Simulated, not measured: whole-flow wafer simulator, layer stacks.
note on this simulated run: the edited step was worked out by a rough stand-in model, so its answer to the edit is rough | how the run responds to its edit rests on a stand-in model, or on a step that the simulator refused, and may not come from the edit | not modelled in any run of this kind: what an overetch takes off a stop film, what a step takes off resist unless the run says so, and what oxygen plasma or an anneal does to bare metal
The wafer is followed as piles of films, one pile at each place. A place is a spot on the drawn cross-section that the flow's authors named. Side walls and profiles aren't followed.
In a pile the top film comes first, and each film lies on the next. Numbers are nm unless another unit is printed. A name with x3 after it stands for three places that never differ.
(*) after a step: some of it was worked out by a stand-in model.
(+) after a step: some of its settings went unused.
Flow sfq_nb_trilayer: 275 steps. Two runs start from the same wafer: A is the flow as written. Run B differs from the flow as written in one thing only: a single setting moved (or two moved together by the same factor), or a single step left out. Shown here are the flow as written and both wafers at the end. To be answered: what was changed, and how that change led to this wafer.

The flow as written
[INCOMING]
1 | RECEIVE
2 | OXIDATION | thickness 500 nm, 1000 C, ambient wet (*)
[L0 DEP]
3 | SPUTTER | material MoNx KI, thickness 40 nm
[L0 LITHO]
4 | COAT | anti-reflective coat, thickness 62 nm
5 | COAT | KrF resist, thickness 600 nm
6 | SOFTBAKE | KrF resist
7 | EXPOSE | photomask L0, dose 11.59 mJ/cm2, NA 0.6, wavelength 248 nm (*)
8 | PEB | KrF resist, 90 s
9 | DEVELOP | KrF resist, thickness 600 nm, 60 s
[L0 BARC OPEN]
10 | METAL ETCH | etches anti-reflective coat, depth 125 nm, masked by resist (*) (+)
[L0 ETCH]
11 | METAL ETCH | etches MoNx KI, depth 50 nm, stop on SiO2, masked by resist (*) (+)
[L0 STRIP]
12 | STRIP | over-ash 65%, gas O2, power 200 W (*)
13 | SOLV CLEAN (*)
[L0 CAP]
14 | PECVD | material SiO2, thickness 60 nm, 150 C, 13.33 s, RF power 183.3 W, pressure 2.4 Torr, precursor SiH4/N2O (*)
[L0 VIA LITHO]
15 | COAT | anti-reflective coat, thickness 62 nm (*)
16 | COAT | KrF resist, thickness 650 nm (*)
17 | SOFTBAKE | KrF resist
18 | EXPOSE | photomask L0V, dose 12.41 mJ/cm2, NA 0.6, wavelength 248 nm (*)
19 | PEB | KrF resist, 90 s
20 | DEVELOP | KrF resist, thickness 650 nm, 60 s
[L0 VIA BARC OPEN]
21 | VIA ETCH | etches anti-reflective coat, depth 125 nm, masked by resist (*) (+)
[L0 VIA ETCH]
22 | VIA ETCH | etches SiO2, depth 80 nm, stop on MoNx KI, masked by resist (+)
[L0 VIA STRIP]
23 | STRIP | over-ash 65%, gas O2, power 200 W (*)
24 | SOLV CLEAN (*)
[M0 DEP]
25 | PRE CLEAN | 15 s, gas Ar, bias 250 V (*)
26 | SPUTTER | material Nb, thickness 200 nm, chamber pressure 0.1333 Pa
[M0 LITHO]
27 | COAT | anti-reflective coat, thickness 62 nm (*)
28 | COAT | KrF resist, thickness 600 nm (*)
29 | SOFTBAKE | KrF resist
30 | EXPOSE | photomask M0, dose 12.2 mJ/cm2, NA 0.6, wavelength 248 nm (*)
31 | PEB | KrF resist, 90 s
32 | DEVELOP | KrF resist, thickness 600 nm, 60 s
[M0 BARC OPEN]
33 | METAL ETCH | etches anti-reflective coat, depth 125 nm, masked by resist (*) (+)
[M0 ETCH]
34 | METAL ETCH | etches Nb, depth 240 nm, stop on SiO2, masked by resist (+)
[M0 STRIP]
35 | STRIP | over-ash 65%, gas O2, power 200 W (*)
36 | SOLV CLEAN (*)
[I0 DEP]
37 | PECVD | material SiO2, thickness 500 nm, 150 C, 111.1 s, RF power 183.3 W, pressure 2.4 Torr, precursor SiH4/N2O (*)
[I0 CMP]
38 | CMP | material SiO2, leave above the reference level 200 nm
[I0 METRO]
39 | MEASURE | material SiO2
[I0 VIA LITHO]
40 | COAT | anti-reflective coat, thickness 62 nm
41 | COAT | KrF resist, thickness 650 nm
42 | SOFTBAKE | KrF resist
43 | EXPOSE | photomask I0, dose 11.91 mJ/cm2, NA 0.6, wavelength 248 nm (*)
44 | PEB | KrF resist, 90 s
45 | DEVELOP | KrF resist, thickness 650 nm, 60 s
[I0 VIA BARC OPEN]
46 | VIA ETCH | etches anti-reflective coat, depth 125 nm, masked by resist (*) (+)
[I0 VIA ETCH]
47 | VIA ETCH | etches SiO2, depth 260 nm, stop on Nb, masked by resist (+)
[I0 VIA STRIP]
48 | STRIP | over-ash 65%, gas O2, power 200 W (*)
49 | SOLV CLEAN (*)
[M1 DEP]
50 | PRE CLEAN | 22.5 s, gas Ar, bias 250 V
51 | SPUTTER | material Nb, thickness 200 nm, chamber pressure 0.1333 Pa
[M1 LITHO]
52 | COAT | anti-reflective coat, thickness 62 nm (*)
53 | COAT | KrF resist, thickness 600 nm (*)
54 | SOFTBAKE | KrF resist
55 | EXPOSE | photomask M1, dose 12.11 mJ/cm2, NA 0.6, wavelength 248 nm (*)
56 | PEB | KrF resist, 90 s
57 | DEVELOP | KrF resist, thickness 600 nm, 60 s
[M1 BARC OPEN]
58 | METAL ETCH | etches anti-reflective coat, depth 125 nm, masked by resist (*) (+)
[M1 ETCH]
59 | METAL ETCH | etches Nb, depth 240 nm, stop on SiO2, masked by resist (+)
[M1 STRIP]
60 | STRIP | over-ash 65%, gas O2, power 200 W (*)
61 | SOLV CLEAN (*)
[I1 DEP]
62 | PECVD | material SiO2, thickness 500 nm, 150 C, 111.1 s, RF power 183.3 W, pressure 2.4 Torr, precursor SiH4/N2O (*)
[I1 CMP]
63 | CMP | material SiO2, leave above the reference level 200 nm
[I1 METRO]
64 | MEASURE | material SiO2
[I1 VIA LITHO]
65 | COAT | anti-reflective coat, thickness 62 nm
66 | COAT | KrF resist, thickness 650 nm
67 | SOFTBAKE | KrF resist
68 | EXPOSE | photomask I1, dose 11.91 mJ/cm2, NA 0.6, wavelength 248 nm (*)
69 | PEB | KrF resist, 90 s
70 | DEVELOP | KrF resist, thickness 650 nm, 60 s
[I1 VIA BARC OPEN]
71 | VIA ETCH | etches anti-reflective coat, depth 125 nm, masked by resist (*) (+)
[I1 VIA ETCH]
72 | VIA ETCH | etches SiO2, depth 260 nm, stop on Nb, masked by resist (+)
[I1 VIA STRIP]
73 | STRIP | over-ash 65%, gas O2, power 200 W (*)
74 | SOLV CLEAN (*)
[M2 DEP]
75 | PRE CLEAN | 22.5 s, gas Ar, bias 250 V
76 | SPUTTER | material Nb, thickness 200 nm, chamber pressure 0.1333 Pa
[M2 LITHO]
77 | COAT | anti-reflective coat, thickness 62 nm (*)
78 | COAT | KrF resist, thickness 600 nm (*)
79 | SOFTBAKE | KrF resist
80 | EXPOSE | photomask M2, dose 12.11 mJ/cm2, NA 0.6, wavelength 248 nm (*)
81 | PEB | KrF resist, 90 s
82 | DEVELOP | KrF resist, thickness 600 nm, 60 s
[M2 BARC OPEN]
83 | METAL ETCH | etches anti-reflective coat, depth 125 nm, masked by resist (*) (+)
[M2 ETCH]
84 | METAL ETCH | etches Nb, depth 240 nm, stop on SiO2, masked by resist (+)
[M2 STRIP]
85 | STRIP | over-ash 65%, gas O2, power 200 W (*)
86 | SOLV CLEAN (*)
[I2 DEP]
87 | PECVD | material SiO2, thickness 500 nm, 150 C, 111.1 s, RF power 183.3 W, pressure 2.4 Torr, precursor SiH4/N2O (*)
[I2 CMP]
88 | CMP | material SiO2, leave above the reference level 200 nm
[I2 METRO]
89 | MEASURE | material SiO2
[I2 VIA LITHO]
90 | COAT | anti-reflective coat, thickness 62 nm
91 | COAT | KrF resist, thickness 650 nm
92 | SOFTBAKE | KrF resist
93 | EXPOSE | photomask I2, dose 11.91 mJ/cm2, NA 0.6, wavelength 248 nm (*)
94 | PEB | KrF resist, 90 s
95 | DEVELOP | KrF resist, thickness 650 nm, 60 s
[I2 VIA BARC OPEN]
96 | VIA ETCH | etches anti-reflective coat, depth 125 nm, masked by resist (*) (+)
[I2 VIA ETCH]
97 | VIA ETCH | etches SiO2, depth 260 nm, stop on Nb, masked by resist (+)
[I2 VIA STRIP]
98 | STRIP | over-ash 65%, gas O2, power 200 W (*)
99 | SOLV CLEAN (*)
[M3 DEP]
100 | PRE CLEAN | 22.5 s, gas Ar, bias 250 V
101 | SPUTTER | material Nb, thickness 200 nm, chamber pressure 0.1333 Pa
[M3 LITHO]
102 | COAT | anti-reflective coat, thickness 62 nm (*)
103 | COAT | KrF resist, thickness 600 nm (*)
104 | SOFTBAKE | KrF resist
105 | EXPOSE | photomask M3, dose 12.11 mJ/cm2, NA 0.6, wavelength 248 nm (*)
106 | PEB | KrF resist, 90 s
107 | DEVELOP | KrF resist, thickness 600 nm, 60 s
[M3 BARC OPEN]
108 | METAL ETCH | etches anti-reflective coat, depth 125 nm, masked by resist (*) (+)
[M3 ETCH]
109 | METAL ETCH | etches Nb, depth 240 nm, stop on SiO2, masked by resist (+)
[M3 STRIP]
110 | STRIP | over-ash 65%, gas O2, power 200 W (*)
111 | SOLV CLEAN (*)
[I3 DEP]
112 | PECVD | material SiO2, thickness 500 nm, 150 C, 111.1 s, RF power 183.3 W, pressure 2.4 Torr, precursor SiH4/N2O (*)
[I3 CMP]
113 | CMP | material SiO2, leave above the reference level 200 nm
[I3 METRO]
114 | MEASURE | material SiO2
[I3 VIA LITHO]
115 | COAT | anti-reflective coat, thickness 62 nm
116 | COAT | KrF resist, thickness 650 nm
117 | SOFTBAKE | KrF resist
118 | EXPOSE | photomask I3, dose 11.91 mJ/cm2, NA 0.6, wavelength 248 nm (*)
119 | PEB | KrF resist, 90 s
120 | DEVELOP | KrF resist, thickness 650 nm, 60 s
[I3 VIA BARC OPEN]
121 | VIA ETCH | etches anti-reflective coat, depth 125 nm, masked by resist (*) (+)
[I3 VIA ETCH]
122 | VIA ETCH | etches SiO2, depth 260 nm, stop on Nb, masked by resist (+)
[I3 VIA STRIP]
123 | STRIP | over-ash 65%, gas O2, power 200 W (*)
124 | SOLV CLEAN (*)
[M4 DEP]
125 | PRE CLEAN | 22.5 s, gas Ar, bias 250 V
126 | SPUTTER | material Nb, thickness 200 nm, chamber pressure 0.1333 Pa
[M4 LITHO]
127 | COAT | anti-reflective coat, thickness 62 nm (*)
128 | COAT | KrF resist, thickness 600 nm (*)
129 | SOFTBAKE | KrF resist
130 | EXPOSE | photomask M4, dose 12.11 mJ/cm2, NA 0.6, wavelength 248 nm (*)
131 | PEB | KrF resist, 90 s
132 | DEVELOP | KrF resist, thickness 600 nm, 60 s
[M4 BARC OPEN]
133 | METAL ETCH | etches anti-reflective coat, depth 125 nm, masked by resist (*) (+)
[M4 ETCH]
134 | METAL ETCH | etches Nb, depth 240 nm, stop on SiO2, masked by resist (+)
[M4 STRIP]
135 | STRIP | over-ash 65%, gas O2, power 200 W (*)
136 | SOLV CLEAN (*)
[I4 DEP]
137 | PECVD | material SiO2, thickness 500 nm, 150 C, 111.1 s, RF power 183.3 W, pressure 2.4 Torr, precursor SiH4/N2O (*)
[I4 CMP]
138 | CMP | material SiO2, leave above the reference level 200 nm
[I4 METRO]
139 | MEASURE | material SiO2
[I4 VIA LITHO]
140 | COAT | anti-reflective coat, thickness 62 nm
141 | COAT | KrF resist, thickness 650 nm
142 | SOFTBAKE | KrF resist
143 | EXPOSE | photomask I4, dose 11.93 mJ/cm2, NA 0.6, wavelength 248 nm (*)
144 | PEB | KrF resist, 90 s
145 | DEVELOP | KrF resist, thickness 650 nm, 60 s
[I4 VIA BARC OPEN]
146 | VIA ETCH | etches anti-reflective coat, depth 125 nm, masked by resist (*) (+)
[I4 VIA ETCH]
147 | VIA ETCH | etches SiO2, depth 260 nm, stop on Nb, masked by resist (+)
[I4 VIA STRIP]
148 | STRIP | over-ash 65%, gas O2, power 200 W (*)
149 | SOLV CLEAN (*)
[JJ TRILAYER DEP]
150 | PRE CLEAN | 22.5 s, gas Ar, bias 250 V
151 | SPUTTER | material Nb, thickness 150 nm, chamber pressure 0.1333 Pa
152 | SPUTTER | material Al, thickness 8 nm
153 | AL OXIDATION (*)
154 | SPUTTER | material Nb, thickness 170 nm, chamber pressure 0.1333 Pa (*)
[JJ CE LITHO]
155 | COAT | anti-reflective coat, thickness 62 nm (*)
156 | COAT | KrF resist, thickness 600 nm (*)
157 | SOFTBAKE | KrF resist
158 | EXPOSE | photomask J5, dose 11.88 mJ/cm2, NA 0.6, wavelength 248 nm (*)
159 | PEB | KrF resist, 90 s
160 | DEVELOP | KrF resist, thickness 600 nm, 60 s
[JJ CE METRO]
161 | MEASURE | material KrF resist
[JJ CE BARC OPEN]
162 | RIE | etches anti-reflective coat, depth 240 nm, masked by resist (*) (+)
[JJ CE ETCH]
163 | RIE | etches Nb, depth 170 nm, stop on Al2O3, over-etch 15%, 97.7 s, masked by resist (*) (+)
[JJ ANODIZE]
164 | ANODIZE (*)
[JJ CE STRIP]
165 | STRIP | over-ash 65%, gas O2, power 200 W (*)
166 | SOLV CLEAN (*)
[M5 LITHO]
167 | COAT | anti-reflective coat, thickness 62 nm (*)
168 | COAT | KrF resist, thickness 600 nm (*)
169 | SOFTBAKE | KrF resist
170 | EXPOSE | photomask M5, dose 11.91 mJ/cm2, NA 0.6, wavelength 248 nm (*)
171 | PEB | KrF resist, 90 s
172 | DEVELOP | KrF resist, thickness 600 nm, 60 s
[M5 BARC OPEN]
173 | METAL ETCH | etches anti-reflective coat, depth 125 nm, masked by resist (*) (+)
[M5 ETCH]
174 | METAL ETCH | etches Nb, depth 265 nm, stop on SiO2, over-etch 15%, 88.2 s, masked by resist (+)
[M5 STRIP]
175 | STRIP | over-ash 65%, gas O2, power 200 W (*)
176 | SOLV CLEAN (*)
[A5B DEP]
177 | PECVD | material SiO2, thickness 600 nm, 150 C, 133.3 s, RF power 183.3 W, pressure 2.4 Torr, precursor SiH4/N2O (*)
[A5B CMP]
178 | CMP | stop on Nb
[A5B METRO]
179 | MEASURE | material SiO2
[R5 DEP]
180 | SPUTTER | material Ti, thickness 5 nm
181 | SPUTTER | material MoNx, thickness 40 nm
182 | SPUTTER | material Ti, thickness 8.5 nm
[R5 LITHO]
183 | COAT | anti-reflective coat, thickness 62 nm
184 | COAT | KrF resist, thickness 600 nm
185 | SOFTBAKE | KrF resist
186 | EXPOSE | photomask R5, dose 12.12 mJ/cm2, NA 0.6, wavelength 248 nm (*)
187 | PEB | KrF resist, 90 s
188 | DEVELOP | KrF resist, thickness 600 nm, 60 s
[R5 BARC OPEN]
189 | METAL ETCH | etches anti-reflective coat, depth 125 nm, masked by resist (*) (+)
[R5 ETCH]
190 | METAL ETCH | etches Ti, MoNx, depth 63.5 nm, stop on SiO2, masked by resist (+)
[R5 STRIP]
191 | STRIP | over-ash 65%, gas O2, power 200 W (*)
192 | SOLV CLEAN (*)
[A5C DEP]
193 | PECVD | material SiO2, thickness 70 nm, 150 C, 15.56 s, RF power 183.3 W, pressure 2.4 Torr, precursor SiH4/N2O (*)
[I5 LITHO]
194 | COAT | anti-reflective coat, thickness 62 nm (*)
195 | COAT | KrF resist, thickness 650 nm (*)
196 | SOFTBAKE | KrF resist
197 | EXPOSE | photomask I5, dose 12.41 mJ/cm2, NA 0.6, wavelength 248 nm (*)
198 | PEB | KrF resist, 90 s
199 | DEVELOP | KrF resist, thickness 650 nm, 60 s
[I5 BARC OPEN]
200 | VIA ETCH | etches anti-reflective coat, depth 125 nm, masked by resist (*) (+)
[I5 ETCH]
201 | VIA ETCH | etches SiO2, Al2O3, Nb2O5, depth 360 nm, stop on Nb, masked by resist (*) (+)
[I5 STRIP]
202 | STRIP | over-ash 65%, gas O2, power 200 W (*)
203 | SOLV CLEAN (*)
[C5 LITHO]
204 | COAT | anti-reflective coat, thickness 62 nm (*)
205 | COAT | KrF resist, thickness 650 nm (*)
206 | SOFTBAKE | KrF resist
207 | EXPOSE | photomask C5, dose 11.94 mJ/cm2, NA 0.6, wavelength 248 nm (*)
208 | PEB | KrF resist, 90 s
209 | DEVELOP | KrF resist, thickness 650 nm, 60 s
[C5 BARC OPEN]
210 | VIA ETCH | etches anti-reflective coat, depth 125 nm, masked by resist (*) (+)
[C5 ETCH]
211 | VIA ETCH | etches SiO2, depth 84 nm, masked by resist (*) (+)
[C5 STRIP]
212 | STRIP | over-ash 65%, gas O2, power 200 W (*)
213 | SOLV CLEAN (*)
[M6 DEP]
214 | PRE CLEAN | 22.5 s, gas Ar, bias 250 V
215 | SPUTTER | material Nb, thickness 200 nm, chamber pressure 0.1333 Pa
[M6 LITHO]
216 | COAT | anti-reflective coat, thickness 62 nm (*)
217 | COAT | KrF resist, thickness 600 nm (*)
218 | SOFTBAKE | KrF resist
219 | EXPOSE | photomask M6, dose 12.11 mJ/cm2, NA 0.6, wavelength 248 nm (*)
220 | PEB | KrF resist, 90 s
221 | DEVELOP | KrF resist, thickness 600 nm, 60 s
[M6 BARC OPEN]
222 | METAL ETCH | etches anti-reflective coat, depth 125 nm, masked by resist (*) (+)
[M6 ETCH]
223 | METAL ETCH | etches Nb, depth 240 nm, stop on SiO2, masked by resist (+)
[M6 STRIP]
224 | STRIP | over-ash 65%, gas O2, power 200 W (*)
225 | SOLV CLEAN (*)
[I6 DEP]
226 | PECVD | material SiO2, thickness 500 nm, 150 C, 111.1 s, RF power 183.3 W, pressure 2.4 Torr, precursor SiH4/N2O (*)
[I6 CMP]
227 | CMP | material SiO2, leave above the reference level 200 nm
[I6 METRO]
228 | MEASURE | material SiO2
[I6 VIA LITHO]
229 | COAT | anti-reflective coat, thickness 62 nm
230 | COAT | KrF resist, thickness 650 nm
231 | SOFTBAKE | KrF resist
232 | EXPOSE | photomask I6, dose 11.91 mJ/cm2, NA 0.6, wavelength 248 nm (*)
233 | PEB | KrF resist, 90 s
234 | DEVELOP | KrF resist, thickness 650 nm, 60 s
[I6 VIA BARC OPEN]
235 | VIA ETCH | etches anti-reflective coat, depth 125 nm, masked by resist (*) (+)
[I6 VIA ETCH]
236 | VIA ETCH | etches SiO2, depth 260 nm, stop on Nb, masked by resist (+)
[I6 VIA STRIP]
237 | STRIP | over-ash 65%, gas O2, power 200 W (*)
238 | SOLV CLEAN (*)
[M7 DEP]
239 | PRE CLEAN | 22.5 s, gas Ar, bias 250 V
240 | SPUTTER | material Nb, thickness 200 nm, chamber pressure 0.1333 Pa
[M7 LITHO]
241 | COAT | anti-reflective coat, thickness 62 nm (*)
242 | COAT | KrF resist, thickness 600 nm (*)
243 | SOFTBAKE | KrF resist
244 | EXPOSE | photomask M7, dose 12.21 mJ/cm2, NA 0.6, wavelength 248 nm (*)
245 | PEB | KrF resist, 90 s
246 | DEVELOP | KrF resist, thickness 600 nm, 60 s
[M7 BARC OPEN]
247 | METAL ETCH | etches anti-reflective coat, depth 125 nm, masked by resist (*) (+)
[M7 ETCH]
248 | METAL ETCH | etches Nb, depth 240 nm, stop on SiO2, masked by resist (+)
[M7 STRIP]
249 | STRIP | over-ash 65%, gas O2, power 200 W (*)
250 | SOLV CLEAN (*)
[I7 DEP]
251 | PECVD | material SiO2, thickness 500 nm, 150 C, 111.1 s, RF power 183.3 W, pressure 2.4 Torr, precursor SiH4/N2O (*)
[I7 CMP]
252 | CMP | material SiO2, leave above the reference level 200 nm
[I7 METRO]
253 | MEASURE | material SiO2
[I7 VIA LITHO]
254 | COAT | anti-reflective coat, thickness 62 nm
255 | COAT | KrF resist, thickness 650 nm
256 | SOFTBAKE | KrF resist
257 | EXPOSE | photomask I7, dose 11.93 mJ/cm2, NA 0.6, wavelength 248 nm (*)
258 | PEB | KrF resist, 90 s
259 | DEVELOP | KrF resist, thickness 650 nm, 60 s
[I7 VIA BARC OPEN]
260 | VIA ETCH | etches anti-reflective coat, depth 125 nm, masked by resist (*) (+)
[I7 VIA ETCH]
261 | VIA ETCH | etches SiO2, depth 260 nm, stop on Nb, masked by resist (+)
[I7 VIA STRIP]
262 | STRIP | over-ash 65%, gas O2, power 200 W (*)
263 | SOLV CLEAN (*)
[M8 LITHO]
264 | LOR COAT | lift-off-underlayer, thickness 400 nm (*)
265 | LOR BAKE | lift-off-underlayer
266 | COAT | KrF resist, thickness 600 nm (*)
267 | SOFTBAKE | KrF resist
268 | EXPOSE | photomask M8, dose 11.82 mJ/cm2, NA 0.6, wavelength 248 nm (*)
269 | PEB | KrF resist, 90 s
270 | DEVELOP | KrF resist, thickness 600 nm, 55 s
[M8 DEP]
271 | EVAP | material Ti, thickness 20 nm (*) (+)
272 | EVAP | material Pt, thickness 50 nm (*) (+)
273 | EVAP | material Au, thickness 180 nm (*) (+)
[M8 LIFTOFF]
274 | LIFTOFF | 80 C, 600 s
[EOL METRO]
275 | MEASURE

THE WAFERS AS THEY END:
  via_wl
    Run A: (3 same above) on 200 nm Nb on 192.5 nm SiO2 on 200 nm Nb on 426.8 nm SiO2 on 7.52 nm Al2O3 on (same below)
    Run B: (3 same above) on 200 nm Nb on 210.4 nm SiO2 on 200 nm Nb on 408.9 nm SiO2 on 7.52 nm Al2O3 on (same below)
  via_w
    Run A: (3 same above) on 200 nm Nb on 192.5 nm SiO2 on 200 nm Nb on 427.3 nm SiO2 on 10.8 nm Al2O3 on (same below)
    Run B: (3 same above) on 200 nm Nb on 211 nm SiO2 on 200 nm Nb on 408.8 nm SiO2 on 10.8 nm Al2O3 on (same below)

What caused this: step 177, PECVD: thickness 366 nm was run, whereas the flow has thickness 600 nm; step 177, PECVD: 81.33 s was run, where the flow has 133.3 s.

The path from the change to this, step by step:
  177 | PECVD | material SiO2, thickness 600 nm, 150 C, 133.3 s, RF power 183.3 W, pressure 2.4 Torr, precursor SiH4/N2O (*)
      v_sur, via_sp, via_v and 47 more: A +600 SiO2 (new film) | B +366 SiO2 (new film)
      field_l, p4_fl x3, p4_w1 x3 and 35 more: A +600 SiO2 | B +366 SiO2
      (also at 14 further places)
  178 | CMP | stop on Nb
      via_wl, via_wr: A -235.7 SiO2 | B nothing
      via_w: A -235.2 SiO2 | B nothing
      (also at 103 further places)
  181 | SPUTTER | material MoNx, thickness 40 nm
      via_wl, via_wr: A +40 MoNx (new film) | B +38.4 MoNx (new film)
  183 | COAT | anti-reflective coat, thickness 62 nm
      via_wl, via_wr: A +62 anti-reflective coat (new film) | B +72.5 anti-reflective coat (new film)
      v_sur: A +62 anti-reflective coat (new film) | B +59.1 anti-reflective coat (new film)
      (also at 2 further places)
  189 | METAL ETCH | etches anti-reflective coat, depth 125 nm, masked by resist (*) (+)
      via_wl, via_wr: A -62 anti-reflective coat (all of it) | B -72.5 anti-reflective coat (all of it)
      v_sur: A -62 anti-reflective coat (all of it) | B -59.1 anti-reflective coat (all of it)
      (also at 2 further places)
  190 | METAL ETCH | etches Ti, MoNx, depth 63.5 nm, stop on SiO2, masked by resist (+)
      via_wl, via_wr: A -8.5 Ti (all of it), -40 MoNx (all of it), -5 Ti (all of it) | B -8.1 Ti (all of it), -38.4 MoNx (all of it), -4.78 Ti (all of it)
  194 | COAT | anti-reflective coat, thickness 62 nm (*)
      v_sur: A +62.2 anti-reflective coat (new film) | B +59.4 anti-reflective coat (new film)
      via_wl: A +62.2 anti-reflective coat (new film) | B +70.4 anti-reflective coat (new film)
      (also at 3 further places)
  202 | STRIP | over-ash 65%, gas O2, power 200 W (*)
      v_sur: A -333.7 KrF resist (all of it), -62.2 anti-reflective coat (all of it) | B -333.3 KrF resist (all of it), -59.4 anti-reflective coat (all of it)
      via_wl: A -333.7 KrF resist (all of it), -62.2 anti-reflective coat (all of it) | B -339.3 KrF resist (all of it), -70.4 anti-reflective coat (all of it)
      (also at 3 further places)
  204 | COAT | anti-reflective coat, thickness 62 nm (*)
      v_sur: A +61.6 anti-reflective coat (new film) | B +58.8 anti-reflective coat (new film)
      via_wl: A +61.6 anti-reflective coat (new film) | B +69.8 anti-reflective coat (new film)
      (also at 3 further places)
  212 | STRIP | over-ash 65%, gas O2, power 200 W (*)
      v_sur: A -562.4 KrF resist (all of it), -61.6 anti-reflective coat (all of it) | B -562 KrF resist (all of it), -58.8 anti-reflective coat (all of it)
      via_wl: A -562.3 KrF resist (all of it), -61.6 anti-reflective coat (all of it) | B -567.8 KrF resist (all of it), -69.8 anti-reflective coat (all of it)
      (also at 3 further places)
  216 | COAT | anti-reflective coat, thickness 62 nm (*)
      v_sur: A +61.6 anti-reflective coat (new film) | B +58.5 anti-reflective coat (new film)
      via_wl: A +61.5 anti-reflective coat (new film) | B +69 anti-reflective coat (new film)
      (also at 3 further places)
  224 | STRIP | over-ash 65%, gas O2, power 200 W (*)
      v_sur: A -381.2 KrF resist (all of it), -61.6 anti-reflective coat (all of it) | B -380.7 KrF resist (all of it), -58.5 anti-reflective coat (all of it)
      via_wl: A -381 KrF resist (all of it), -61.5 anti-reflective coat (all of it) | B -386.8 KrF resist (all of it), -69 anti-reflective coat (all of it)
      (also at 3 further places)
  227 | CMP | material SiO2, leave above the reference level 200 nm
      via_wl, via_wr: A -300 SiO2 | B -282.1 SiO2
      via_w: A -300 SiO2 | B -281.5 SiO2
